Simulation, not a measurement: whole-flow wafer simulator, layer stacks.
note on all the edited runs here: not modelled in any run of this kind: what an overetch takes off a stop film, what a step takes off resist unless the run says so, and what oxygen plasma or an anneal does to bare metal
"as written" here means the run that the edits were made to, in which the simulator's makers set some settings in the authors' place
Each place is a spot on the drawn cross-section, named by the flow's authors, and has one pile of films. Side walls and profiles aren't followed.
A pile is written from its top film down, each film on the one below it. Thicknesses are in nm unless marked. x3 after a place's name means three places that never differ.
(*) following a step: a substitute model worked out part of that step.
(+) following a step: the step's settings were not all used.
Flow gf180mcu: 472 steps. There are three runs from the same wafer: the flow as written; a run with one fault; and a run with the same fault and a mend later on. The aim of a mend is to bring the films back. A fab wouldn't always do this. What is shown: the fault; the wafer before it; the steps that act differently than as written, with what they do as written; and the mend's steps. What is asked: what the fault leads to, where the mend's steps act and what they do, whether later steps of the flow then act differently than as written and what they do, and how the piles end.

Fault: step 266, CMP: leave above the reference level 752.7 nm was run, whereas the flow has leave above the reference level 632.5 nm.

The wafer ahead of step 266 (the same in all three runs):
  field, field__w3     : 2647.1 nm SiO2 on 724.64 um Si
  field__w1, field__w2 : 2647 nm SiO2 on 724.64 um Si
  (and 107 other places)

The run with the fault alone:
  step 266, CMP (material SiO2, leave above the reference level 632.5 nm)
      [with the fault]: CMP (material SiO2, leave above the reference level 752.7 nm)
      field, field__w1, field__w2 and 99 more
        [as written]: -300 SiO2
        [with the fault]: -179.8 SiO2
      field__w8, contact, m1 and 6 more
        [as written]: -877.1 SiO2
        [with the fault]: -756.9 SiO2
  Later steps of the flow acting differently than as written (1 more step, not shown, differs only slightly: by at most 2% or 0.5 nm, whichever is larger):
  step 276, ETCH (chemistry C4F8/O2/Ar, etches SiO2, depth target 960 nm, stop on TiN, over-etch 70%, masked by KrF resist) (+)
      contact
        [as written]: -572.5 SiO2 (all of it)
        [with the fault]: -692.7 SiO2 (all of it)
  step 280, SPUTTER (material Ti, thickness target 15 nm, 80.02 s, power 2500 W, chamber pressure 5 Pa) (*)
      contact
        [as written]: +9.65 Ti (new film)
        [with the fault]: +9 Ti (new film)
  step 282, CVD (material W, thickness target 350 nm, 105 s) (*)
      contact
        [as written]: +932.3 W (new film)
        [with the fault]: +1053.6 W (new film)
  By the end, the piles at field__w4, field__w8, contact, m1, m1__w1, mim, mim_1p0, m1_nw depart from the flow's by more than 2% or 0.5 nm, whichever is larger.
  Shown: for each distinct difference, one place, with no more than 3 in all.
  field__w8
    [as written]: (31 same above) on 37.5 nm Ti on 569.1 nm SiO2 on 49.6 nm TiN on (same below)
    [with the fault]: (31 same above) on 37.5 nm Ti on 689.3 nm SiO2 on 49.6 nm TiN on (same below)
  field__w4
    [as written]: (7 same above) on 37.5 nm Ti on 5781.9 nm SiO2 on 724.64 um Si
    [with the fault]: (7 same above) on 37.5 nm Ti on 5902.1 nm SiO2 on 724.64 um Si
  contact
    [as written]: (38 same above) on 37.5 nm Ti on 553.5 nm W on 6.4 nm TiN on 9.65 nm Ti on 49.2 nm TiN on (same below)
    [with the fault]: (38 same above) on 37.5 nm Ti on 674.8 nm W on 5.97 nm TiN on 9 nm Ti on 49.2 nm TiN on (same below)

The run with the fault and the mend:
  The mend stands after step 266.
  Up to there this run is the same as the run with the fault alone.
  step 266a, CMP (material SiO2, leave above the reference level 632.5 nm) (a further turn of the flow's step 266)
      field, field__w1, field__w2 and 108 more
        -120.2 SiO2
  Later steps of the flow that are run all act as written at every place that is followed.
  The piles end the same as the flow's at every place that both follow.
